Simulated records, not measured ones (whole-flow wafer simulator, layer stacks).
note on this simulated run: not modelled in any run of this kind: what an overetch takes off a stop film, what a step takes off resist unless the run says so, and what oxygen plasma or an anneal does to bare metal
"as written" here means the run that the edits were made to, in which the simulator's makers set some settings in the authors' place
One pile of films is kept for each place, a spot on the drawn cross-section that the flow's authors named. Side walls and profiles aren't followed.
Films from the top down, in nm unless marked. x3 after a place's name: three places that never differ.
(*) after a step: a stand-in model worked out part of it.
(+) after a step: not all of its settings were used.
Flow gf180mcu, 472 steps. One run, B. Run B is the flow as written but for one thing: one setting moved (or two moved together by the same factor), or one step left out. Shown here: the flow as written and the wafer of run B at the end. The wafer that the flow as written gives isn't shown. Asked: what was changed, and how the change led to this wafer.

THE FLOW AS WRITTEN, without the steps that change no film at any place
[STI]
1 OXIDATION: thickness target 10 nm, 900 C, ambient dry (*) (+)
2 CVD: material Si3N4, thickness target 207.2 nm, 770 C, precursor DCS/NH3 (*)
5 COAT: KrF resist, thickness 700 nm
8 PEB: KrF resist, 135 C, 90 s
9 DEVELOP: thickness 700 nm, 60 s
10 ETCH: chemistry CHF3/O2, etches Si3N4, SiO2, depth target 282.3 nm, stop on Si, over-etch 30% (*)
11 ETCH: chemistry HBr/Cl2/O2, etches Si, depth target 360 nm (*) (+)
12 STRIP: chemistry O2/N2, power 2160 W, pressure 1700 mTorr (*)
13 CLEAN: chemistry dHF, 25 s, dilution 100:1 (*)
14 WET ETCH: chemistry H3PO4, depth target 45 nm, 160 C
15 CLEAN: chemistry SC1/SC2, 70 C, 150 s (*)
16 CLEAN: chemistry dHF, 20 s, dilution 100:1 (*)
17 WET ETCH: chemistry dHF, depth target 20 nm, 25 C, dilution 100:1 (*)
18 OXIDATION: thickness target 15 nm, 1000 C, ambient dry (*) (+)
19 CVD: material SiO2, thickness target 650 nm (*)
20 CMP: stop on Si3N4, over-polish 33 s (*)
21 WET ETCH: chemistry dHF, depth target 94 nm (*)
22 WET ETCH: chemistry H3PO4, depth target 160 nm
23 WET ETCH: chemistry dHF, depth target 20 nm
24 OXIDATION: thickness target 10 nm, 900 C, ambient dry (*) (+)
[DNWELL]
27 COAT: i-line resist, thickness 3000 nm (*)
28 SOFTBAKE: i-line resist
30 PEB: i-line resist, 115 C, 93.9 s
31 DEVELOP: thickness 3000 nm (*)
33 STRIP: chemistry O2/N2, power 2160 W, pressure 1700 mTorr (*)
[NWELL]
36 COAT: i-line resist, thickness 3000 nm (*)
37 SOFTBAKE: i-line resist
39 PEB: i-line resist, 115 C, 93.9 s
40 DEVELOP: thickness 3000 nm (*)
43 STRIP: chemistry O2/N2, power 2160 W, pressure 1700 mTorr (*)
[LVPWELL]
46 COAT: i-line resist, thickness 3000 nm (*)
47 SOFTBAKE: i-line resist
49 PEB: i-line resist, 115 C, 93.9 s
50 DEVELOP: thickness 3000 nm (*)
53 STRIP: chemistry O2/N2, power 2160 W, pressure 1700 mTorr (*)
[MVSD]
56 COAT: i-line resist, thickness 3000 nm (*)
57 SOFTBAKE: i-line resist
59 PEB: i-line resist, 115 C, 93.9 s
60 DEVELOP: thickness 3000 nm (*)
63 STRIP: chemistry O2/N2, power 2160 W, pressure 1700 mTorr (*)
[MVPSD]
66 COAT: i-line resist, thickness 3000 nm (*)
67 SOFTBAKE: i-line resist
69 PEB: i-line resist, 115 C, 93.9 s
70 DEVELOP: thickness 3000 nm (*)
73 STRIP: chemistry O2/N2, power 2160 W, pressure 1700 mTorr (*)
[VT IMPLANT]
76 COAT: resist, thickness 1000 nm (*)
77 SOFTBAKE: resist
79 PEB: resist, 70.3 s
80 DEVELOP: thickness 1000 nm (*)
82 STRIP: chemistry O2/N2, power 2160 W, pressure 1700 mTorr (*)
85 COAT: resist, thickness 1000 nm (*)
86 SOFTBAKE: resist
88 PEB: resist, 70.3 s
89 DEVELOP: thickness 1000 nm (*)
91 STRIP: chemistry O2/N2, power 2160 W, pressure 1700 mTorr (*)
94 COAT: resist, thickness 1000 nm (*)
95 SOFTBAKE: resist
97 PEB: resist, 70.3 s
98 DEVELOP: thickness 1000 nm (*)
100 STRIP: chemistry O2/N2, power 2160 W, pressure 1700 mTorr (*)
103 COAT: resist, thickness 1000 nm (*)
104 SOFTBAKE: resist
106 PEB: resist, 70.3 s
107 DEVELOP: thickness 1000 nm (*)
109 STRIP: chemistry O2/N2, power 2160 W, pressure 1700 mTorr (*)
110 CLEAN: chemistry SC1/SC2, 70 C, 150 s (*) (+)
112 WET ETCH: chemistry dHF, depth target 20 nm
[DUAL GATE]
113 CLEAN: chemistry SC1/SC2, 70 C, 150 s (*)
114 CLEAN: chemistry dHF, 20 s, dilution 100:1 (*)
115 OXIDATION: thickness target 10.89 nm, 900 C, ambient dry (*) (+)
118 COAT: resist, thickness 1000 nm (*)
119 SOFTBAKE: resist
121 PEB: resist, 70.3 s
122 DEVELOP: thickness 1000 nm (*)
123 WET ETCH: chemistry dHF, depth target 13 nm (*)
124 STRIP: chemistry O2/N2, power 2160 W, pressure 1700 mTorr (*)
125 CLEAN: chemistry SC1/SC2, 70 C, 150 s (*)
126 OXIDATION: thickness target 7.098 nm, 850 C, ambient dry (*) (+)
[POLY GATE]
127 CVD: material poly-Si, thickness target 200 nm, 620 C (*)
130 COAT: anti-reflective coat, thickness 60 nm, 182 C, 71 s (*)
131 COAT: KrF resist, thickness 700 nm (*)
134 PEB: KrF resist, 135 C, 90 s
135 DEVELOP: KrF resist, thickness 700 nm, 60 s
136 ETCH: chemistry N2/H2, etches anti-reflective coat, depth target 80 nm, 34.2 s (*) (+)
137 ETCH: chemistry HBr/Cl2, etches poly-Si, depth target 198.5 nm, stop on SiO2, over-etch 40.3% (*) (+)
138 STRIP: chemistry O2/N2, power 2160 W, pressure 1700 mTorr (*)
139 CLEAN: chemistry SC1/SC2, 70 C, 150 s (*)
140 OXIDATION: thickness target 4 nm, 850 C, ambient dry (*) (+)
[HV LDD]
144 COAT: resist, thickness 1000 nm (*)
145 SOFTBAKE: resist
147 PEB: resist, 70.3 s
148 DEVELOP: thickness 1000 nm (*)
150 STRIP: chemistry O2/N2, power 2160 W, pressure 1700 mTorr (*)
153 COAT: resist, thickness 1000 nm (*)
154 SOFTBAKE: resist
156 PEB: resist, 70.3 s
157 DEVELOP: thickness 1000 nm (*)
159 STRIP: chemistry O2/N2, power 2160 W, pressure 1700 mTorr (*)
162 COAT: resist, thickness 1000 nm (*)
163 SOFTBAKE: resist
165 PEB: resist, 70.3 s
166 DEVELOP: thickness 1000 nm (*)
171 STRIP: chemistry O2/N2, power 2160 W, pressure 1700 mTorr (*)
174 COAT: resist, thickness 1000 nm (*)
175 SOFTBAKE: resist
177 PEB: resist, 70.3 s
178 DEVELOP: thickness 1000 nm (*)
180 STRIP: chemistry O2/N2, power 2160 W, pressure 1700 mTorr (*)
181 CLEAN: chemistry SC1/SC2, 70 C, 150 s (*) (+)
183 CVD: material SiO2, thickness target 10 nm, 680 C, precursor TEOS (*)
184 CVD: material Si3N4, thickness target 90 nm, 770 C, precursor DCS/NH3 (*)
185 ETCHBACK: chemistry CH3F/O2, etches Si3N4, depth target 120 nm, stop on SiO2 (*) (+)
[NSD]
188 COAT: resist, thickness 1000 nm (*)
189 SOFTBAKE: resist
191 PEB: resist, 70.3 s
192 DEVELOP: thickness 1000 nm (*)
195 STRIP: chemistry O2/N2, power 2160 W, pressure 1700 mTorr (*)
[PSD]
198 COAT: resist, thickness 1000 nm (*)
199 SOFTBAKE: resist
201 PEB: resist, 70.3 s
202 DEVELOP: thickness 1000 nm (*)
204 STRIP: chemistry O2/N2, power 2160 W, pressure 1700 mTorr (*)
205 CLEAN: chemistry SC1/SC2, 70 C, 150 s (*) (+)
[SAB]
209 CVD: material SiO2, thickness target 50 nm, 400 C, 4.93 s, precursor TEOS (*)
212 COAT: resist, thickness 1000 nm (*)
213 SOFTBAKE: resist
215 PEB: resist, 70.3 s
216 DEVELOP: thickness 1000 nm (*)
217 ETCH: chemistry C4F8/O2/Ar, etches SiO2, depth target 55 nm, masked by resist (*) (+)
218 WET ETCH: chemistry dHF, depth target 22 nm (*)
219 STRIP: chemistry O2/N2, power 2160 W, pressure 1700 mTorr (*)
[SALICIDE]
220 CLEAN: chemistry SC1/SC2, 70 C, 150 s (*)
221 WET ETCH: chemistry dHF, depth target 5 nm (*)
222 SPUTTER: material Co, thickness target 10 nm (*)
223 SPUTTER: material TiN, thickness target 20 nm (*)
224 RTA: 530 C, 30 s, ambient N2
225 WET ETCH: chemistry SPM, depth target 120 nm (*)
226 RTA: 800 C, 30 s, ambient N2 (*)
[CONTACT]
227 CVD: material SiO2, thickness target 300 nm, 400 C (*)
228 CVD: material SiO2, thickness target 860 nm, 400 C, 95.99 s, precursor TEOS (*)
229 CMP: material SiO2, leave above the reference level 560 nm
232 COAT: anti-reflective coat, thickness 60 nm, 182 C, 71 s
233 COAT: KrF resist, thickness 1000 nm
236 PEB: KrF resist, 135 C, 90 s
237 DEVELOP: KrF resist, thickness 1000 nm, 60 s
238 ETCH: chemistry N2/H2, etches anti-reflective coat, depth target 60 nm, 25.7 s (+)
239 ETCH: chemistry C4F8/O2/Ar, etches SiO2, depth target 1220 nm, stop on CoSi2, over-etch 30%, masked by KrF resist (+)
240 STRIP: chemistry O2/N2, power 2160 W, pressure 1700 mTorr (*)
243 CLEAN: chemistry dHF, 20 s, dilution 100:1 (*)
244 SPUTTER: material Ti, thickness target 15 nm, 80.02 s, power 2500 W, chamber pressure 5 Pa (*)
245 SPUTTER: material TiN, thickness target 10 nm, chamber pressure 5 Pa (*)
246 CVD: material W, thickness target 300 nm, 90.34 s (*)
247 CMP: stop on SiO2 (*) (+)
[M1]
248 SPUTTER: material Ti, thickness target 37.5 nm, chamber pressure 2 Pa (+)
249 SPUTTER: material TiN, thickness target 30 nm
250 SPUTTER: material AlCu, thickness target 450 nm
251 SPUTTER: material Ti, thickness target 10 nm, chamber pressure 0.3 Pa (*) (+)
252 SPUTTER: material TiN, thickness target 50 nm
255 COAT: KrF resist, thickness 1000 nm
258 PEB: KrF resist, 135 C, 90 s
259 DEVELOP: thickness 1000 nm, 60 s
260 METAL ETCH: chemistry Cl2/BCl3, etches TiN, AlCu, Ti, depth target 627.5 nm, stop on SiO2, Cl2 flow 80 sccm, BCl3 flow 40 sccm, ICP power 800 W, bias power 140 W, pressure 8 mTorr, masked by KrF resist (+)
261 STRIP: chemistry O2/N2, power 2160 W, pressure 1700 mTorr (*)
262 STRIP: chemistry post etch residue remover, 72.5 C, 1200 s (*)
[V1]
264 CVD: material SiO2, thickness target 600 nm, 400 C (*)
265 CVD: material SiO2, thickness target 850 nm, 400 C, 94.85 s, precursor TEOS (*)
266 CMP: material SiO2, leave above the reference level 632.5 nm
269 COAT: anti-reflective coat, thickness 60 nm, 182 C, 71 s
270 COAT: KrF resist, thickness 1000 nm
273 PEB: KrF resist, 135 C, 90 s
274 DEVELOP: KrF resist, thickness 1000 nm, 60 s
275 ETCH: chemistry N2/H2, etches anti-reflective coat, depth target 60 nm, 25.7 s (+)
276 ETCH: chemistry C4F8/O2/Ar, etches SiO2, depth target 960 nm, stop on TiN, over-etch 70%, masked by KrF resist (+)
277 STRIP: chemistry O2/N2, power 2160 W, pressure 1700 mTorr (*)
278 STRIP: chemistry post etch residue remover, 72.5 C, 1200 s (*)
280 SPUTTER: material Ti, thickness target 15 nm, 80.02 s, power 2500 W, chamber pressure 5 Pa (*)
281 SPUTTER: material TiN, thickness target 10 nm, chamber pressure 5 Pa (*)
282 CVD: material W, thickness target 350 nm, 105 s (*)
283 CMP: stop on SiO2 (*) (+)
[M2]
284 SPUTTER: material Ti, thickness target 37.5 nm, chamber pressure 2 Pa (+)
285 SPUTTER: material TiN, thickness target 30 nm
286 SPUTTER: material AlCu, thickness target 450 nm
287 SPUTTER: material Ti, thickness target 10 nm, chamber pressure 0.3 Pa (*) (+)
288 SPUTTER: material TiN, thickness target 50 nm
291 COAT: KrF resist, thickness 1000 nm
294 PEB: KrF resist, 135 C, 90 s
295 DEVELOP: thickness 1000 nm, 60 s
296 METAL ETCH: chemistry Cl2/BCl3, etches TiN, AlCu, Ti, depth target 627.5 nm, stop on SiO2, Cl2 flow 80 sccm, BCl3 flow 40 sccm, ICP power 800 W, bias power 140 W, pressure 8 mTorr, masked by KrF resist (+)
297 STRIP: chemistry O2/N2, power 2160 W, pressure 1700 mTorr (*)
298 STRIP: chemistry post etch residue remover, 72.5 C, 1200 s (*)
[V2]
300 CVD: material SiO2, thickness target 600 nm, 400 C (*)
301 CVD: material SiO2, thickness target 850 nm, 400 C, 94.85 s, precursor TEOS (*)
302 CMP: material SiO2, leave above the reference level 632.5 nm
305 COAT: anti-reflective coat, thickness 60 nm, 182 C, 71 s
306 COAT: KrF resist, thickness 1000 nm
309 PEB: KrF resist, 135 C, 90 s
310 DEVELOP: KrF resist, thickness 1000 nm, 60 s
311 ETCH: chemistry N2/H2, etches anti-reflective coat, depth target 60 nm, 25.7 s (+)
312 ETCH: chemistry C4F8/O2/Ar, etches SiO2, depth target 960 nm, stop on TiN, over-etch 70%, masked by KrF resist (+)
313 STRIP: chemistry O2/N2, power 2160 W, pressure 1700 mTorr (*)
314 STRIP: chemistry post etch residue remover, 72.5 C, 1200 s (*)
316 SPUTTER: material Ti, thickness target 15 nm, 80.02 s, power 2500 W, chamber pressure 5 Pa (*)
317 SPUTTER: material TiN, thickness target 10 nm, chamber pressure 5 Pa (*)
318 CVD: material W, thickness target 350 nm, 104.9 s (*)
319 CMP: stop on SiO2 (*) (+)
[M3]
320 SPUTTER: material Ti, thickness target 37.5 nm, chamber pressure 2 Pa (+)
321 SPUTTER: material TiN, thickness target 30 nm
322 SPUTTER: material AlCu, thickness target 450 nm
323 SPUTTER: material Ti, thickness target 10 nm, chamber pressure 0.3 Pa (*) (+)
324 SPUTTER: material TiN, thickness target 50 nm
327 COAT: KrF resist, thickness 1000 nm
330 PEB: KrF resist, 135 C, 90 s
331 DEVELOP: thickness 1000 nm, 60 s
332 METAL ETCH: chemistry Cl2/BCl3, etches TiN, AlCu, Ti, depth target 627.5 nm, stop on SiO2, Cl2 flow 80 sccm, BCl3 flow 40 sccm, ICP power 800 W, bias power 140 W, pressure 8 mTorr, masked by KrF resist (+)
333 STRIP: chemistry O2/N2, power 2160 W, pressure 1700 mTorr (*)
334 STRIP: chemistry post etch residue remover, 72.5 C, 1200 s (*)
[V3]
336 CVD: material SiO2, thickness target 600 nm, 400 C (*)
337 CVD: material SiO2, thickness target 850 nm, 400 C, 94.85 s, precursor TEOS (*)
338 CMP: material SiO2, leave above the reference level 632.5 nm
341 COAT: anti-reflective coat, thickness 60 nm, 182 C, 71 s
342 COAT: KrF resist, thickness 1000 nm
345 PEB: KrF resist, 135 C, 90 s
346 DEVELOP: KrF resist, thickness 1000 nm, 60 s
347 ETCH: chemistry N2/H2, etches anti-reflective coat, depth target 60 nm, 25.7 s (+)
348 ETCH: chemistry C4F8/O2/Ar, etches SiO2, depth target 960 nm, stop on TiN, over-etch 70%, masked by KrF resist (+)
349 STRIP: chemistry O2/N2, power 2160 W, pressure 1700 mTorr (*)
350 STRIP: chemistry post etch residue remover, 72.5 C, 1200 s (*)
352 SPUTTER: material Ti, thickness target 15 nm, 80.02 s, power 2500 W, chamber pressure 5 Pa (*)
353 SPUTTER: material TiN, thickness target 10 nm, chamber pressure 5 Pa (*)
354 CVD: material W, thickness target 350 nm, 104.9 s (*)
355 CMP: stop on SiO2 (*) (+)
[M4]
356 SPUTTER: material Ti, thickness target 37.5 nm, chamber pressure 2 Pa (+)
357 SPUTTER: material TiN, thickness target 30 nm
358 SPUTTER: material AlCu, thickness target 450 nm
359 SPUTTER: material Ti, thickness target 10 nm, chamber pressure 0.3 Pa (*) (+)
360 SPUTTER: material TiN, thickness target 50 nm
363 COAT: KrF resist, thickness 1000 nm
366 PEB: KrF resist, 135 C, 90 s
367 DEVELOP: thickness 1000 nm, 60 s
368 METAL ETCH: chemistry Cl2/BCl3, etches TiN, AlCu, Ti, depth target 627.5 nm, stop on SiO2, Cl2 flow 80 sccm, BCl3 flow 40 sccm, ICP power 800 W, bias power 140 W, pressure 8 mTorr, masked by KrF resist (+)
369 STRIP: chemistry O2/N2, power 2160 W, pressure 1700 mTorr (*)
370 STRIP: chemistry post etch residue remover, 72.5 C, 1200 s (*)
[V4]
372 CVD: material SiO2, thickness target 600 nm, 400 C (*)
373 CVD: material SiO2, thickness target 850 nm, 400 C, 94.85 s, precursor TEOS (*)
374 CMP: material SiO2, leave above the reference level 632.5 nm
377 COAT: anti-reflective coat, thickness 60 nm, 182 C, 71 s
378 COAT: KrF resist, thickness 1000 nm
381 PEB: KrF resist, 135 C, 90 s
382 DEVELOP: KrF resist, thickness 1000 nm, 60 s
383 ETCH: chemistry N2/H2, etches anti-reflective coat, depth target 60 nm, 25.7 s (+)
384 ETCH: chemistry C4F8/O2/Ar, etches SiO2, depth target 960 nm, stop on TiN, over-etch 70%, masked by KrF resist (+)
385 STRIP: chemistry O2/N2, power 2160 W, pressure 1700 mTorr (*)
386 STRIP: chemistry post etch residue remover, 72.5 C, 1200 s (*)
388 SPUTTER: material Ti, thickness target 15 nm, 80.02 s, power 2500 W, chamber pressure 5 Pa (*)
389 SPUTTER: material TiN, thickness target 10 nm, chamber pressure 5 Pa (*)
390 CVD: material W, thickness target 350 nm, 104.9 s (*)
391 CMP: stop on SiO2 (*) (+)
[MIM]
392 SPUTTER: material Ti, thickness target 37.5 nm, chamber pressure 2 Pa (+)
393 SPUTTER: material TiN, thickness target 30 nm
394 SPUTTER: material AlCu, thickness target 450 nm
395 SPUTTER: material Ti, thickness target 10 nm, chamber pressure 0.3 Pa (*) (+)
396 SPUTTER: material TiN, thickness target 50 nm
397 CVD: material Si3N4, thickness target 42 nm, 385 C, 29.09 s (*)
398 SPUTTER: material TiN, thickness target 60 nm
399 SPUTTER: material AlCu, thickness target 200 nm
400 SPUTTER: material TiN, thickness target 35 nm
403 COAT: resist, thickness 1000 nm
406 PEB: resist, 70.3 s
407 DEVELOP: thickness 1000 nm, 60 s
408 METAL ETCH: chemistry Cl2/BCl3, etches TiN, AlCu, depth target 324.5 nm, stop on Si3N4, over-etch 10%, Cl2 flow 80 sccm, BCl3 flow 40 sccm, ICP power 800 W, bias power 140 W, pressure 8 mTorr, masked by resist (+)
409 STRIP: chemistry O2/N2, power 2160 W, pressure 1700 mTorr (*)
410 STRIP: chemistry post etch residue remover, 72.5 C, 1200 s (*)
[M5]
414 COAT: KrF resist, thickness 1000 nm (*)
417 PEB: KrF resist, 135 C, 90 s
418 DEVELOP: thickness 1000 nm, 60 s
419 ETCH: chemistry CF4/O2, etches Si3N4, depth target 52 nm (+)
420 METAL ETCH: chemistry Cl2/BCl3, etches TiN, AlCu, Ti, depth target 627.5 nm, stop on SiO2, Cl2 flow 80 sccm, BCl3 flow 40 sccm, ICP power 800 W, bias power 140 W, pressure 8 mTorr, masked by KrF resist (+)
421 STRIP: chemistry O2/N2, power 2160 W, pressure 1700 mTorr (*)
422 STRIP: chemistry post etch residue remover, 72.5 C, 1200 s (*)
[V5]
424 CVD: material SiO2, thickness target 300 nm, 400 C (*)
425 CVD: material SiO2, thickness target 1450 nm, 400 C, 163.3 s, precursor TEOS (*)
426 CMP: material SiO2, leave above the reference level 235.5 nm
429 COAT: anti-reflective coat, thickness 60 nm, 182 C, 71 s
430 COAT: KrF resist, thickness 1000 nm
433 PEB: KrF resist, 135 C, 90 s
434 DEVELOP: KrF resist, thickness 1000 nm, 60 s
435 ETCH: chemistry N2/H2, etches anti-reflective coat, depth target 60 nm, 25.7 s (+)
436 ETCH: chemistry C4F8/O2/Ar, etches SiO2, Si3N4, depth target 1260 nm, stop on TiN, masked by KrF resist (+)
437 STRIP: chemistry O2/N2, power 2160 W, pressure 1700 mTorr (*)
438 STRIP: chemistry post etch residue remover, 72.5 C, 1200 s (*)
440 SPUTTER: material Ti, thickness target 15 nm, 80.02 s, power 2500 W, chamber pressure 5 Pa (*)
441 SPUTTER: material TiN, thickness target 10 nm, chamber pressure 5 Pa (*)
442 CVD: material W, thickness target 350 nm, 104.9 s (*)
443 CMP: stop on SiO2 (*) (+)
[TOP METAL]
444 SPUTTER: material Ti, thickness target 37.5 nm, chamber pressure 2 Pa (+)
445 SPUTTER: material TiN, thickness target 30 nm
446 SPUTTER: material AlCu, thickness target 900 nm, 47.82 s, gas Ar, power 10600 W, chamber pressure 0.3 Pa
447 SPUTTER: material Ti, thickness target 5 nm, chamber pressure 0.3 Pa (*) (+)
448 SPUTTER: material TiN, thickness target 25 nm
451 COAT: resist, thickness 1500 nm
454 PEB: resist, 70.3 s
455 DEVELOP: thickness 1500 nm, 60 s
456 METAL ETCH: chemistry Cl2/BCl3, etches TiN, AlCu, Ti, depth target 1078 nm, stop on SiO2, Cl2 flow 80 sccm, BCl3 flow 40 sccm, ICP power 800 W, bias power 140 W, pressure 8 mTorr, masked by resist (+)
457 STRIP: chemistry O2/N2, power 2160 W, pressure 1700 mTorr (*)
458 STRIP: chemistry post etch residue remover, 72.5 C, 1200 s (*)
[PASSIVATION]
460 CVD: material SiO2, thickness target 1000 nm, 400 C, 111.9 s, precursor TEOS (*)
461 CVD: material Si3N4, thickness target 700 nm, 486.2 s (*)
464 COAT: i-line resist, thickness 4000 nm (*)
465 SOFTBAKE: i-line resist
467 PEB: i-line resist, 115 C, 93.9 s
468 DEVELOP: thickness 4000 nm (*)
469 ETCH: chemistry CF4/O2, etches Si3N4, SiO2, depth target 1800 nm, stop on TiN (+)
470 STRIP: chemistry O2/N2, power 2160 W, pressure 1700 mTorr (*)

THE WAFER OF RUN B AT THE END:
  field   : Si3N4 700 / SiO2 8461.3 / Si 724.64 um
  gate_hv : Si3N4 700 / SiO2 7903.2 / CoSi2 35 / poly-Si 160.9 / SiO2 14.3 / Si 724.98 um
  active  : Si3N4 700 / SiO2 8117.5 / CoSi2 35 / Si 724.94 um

The cause: step 338, CMP: leave above the reference level 866.5 nm was run, where the flow has leave above the reference level 632.5 nm.

How the change led to this, step by step:
  338 CMP: material SiO2, leave above the reference level 632.5 nm
      field, field__w1, field__w2 and 103 more: SiO2 -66 (as written it would be: SiO2 -300)
      field__w8, contact, m1, m1__w1, m1_nw: SiO2 -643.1 (as written it would be: SiO2 -877.1)
  348 ETCH: chemistry C4F8/O2/Ar, etches SiO2, depth target 960 nm, stop on TiN, over-etch 70%, masked by KrF resist (+)
      contact: SiO2 -806.5 (all of it) (as written it would be: SiO2 -572.5 (all of it))
  352 SPUTTER: material Ti, thickness target 15 nm, 80.02 s, power 2500 W, chamber pressure 5 Pa (*)
      contact: Ti +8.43 (new film) (as written it would be: Ti +9.65 (new film))
  353 SPUTTER: material TiN, thickness target 10 nm, chamber pressure 5 Pa (*)
      contact: TiN +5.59 (new film) (as written it would be: TiN +6.4 (new film))
  354 CVD: material W, thickness target 350 nm, 104.9 s (*)
      contact: W +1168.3 (new film) (as written it would be: W +932.3 (new film))
